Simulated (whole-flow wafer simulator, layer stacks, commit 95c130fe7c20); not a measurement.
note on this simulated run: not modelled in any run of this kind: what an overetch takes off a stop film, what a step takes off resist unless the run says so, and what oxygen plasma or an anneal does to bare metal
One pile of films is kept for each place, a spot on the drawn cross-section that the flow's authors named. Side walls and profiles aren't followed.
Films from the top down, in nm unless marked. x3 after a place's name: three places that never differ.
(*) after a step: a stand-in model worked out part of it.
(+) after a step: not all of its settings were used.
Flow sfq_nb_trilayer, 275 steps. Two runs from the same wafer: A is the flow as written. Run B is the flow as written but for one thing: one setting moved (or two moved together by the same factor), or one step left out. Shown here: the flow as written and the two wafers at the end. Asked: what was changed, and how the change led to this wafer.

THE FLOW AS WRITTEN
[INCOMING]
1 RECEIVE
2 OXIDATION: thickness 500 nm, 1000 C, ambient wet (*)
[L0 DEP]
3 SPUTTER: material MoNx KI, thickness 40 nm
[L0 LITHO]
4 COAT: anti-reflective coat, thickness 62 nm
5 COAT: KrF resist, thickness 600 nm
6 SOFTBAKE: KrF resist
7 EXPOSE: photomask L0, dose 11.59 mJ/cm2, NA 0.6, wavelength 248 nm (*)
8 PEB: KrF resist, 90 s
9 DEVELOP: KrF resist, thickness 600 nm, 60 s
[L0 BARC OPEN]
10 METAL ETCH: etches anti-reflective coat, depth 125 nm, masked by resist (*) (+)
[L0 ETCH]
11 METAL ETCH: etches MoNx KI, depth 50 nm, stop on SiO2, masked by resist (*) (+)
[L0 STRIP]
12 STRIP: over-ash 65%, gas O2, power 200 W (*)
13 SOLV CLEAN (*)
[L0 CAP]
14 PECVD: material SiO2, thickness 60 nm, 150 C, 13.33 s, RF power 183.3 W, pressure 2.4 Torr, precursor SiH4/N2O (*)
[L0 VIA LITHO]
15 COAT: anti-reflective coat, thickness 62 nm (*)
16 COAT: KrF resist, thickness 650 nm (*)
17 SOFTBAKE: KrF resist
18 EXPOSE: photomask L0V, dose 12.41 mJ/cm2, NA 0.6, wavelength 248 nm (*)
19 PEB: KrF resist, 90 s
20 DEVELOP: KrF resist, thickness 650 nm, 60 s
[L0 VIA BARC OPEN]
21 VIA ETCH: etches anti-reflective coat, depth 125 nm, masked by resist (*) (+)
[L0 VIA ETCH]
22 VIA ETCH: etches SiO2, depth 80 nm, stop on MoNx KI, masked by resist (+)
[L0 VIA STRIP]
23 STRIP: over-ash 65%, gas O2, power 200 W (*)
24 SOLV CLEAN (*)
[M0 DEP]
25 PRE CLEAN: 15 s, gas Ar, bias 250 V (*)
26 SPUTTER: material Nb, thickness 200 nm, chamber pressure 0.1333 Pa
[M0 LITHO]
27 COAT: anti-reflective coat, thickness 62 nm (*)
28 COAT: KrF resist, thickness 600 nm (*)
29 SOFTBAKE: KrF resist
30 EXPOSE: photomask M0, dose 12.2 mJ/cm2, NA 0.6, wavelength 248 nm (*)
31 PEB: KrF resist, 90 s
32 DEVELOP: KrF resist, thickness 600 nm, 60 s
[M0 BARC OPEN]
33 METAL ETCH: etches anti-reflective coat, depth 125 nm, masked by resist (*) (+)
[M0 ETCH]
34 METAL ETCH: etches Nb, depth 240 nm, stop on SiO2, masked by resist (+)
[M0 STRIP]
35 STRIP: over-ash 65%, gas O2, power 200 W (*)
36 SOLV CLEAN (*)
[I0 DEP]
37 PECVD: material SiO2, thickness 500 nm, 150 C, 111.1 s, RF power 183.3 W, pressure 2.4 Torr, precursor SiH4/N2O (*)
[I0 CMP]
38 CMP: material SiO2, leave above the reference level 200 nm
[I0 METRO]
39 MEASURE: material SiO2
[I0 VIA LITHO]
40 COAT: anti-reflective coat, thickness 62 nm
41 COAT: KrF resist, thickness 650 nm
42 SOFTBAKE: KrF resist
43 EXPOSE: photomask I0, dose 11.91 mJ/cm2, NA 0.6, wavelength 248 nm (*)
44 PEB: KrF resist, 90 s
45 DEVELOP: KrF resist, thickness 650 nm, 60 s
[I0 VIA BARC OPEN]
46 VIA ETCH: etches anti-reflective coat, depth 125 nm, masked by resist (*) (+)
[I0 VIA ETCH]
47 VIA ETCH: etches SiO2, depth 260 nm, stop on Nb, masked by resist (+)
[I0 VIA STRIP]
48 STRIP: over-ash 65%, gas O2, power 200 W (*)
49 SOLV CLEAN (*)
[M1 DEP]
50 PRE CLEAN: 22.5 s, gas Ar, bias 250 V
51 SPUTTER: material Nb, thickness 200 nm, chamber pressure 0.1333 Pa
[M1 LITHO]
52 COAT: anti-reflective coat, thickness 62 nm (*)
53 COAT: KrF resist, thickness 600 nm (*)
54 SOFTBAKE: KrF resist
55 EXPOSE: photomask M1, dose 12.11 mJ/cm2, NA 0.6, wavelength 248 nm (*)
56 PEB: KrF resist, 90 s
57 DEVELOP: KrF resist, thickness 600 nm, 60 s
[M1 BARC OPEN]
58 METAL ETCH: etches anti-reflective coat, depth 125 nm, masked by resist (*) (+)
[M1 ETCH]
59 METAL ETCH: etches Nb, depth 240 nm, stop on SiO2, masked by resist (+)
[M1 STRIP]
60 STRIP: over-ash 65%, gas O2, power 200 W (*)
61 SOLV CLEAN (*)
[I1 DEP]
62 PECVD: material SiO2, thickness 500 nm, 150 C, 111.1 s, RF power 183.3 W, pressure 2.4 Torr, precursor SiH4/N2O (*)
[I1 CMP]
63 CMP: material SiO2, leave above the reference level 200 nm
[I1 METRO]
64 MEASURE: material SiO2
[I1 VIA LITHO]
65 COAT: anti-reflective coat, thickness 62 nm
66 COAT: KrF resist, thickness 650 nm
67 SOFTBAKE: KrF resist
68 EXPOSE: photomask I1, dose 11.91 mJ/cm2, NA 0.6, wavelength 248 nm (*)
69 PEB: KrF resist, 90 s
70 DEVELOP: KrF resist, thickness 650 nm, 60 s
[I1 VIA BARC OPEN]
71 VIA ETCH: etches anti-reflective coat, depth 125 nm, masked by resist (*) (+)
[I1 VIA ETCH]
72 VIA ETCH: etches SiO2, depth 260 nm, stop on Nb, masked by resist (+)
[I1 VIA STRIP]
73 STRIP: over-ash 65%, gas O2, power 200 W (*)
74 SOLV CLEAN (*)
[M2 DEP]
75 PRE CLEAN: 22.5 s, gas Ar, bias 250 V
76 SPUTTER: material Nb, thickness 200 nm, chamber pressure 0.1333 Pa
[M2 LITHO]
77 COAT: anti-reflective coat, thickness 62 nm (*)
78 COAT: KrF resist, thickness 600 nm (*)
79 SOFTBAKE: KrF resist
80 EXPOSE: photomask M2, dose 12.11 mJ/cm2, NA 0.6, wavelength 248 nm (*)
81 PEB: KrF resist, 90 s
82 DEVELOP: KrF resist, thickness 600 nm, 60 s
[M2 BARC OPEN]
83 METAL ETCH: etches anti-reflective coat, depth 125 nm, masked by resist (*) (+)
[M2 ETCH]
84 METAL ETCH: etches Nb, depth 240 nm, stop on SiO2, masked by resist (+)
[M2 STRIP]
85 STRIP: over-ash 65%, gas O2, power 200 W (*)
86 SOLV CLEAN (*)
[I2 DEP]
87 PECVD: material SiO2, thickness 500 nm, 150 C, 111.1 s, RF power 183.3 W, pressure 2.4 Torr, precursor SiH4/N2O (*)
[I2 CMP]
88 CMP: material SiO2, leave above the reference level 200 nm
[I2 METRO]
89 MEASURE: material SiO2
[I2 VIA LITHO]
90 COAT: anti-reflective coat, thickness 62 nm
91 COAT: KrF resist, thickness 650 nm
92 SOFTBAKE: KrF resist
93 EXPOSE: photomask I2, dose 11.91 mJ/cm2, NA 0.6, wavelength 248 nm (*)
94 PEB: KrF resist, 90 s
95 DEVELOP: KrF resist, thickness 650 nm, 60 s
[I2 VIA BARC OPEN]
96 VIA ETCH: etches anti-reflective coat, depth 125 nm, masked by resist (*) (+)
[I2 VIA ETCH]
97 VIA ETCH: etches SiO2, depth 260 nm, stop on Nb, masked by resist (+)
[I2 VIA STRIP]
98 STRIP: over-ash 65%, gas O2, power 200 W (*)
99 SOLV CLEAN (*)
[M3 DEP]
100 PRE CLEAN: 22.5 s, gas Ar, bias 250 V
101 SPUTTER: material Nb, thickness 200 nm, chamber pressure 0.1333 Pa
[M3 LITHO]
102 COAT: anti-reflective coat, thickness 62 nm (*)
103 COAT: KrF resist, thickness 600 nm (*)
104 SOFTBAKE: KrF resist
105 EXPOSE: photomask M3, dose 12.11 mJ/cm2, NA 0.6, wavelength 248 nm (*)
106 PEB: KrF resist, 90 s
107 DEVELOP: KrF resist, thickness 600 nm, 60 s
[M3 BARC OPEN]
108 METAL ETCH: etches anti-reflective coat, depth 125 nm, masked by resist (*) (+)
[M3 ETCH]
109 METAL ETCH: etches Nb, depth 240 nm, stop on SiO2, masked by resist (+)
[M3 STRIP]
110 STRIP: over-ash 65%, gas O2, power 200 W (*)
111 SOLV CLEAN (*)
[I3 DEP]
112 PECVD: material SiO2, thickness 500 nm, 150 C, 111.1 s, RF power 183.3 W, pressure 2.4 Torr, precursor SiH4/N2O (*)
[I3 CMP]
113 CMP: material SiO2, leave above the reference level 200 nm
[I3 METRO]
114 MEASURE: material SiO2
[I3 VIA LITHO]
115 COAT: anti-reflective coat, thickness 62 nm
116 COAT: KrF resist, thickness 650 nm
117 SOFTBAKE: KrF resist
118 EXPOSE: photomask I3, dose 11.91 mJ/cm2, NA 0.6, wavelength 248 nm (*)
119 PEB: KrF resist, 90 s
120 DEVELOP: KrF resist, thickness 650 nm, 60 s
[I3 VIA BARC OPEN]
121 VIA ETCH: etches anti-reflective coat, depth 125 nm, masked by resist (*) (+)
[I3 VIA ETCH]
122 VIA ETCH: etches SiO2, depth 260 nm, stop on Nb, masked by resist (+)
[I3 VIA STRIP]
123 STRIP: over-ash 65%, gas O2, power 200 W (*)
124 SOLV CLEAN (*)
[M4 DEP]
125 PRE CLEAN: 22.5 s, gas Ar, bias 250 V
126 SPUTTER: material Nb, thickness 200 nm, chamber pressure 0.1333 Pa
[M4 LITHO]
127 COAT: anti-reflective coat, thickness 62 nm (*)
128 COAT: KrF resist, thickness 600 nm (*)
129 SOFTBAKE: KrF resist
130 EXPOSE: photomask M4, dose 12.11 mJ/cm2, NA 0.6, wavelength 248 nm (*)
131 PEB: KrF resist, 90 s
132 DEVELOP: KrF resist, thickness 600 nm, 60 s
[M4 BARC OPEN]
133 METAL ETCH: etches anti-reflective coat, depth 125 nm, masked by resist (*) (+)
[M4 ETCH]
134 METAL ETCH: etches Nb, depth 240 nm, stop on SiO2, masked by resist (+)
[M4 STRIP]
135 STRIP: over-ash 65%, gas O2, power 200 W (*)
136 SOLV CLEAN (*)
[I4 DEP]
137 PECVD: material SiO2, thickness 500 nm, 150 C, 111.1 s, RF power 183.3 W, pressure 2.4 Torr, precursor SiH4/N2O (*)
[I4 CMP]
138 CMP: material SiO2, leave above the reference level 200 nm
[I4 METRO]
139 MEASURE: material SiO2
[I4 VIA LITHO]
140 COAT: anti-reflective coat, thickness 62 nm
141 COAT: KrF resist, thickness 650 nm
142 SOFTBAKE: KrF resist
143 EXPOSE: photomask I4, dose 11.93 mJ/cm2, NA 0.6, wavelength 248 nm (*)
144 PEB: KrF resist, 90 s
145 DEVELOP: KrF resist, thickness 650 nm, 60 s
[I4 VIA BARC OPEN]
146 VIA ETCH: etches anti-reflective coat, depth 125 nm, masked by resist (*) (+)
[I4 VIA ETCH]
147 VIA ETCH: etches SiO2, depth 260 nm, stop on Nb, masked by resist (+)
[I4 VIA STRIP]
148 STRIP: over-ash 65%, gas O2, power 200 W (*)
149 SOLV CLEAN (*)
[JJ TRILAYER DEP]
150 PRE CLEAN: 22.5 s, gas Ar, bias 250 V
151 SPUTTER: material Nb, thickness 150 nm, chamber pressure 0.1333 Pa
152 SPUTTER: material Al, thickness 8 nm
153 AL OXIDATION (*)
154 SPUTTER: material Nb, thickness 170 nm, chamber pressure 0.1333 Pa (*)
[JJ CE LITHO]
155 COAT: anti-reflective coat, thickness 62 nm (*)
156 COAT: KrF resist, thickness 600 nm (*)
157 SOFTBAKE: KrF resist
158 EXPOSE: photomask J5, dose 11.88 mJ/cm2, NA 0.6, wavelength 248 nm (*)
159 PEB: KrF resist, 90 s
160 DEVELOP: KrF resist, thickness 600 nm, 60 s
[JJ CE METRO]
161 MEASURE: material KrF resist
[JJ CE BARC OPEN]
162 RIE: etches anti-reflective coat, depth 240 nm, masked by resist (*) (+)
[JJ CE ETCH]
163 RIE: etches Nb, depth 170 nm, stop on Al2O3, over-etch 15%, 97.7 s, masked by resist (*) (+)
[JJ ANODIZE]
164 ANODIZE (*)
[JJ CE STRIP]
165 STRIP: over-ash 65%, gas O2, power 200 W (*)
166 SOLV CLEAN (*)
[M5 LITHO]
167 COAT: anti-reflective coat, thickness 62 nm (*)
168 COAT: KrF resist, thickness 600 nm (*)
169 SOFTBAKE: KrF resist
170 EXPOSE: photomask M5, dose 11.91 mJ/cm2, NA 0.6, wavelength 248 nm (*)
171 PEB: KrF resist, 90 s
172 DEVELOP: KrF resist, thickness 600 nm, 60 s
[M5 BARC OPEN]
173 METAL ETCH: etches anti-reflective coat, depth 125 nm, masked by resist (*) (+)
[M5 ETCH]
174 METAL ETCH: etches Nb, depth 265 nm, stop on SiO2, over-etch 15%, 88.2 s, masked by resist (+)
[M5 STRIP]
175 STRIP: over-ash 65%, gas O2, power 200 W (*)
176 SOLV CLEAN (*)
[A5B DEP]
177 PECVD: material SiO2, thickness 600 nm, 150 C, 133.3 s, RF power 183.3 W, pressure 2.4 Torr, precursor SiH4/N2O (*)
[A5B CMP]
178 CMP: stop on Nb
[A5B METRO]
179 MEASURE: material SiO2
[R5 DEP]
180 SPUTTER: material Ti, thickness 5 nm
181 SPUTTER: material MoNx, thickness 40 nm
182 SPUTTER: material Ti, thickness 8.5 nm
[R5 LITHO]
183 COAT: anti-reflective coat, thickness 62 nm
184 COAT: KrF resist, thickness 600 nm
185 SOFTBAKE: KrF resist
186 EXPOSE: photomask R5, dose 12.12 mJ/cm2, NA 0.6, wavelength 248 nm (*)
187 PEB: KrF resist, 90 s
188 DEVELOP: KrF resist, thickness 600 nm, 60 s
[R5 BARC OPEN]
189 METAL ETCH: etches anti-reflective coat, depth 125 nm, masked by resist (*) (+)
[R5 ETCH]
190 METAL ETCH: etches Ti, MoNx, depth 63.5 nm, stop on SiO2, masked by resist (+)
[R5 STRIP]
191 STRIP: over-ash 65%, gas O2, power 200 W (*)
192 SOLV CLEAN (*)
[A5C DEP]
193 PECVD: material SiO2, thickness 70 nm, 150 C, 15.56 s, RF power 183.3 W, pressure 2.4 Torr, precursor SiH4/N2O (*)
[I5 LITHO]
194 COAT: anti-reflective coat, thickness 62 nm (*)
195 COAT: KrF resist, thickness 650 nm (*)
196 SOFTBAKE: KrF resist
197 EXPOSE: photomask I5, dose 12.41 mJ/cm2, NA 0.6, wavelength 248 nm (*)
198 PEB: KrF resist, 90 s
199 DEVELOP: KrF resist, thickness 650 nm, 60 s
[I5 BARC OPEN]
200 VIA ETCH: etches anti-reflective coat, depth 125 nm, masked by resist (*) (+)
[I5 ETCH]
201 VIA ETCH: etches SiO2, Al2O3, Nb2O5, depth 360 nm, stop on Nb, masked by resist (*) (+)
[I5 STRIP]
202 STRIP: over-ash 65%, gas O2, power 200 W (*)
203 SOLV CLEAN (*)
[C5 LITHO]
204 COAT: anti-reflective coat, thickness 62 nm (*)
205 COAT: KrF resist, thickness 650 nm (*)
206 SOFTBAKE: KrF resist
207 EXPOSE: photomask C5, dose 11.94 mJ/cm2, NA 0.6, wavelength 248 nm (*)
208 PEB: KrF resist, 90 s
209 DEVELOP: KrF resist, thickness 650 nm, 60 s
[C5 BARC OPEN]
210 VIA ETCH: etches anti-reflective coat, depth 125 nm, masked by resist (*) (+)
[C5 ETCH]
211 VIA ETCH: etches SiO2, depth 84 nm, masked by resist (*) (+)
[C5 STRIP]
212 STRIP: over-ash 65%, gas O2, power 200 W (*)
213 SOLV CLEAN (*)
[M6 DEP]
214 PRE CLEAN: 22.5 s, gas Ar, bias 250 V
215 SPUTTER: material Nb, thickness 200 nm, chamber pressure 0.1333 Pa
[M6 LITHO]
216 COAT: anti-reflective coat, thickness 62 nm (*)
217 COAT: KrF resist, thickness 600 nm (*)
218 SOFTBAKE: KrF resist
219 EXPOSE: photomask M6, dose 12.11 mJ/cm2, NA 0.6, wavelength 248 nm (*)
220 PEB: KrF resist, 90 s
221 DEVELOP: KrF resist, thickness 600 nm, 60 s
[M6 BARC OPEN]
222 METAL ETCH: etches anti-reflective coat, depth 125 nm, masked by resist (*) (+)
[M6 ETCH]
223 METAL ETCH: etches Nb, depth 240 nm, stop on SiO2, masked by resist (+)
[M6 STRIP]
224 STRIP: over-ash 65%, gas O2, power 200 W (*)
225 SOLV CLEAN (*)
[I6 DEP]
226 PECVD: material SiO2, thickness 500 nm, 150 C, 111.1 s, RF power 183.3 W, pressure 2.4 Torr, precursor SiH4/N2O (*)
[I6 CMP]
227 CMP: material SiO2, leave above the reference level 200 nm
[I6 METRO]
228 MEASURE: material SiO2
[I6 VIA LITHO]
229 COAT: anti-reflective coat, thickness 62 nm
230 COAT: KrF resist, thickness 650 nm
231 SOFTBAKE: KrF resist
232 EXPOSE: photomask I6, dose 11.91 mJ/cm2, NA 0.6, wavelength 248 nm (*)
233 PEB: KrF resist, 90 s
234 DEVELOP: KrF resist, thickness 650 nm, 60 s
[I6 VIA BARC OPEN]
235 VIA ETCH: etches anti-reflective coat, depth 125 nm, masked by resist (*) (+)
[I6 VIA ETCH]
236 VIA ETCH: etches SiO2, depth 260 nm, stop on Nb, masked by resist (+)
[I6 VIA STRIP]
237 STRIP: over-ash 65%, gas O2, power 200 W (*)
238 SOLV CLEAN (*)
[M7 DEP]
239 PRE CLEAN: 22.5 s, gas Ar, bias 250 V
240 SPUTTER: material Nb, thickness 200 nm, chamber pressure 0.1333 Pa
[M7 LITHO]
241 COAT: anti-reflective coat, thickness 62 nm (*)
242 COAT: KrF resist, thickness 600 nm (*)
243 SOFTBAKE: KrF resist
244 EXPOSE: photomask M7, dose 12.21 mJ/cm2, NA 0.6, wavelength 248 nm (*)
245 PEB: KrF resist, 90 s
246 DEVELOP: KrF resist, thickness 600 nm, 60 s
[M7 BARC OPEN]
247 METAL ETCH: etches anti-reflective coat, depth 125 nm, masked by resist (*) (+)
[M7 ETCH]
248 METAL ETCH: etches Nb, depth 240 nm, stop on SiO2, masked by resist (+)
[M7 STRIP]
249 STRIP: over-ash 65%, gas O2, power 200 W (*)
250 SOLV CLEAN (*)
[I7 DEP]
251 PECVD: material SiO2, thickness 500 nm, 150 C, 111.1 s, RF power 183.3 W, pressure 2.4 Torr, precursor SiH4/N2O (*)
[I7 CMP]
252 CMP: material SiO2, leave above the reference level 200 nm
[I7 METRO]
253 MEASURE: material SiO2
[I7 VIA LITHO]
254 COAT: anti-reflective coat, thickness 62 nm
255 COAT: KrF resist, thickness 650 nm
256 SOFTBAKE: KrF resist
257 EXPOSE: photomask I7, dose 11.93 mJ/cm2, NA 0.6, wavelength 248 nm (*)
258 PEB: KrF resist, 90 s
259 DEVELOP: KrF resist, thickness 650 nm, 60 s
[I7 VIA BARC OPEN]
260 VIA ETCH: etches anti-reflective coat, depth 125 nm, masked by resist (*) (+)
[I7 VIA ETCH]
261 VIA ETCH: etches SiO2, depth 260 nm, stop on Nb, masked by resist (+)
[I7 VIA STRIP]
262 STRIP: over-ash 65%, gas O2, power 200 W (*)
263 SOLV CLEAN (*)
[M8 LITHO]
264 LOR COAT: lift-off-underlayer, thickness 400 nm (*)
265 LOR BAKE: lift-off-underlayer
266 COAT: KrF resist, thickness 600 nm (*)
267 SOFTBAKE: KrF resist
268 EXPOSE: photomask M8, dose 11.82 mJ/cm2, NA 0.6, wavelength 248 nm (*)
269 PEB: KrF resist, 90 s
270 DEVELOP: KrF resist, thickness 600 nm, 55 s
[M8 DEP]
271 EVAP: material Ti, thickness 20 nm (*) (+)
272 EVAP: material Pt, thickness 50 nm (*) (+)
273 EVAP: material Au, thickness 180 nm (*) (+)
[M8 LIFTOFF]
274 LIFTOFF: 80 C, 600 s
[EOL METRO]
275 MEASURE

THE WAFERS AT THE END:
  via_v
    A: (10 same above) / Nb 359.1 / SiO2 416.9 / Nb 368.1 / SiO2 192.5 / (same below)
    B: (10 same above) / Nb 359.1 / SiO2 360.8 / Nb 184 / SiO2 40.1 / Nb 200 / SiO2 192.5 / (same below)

The cause: step 72, VIA ETCH: depth 152.2 nm was run, where the flow has depth 260 nm.

How the change led to this, step by step:
  72 VIA ETCH: etches SiO2, depth 260 nm, stop on Nb, masked by resist (+)
      via_v: A SiO2 -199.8 (all of it) | B SiO2 -152.2
      field_l, v_sur, via_wl and 102 more: A KrF resist -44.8 | B KrF resist -26.2
  73 STRIP: over-ash 65%, gas O2, power 200 W (*)
      field_l, v_sur, via_wl and 102 more: A KrF resist -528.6 (all of it), anti-reflective coat -62 (all of it) | B KrF resist -547.2 (all of it), anti-reflective coat -62 (all of it)
  75 PRE CLEAN: 22.5 s, gas Ar, bias 250 V
      via_v: A Nb -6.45 | B SiO2 -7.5
  76 SPUTTER: material Nb, thickness 200 nm, chamber pressure 0.1333 Pa
      via_v: A Nb +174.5 | B Nb +184 (new film)
  77 COAT: anti-reflective coat, thickness 62 nm (*)
      via_v: A anti-reflective coat +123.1 (new film) | B anti-reflective coat +111.9 (new film)
  78 COAT: KrF resist, thickness 600 nm (*)
      via_v: A KrF resist +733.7 (new film) | B KrF resist +696.1 (new film)
  85 STRIP: over-ash 65%, gas O2, power 200 W (*)
      via_v: A KrF resist -515.8 (all of it), anti-reflective coat -123.1 (all of it) | B KrF resist -478.3 (all of it), anti-reflective coat -111.9 (all of it)
  87 PECVD: material SiO2, thickness 500 nm, 150 C, 111.1 s, RF power 183.3 W, pressure 2.4 Torr, precursor SiH4/N2O (*)
      via_v: A SiO2 +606 (new film) | B SiO2 +525.4 (new film)
  88 CMP: material SiO2, leave above the reference level 200 nm
      via_v: A SiO2 -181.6 | B SiO2 -157.1
Counting metal films that touch as one body, via_v has 7 bodies (between them, from the top down: SiO2 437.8; SiO2 209 / Al2O3 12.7 / Nb2O5 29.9; SiO2 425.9; SiO2 360.8; SiO2 40.1; SiO2 192.5); the flow as written gives 6 bodies (between them, from the top down: SiO2 437.8; SiO2 209 / Al2O3 12.7 / Nb2O5 29.9; SiO2 425.9; SiO2 416.9; SiO2 192.5).
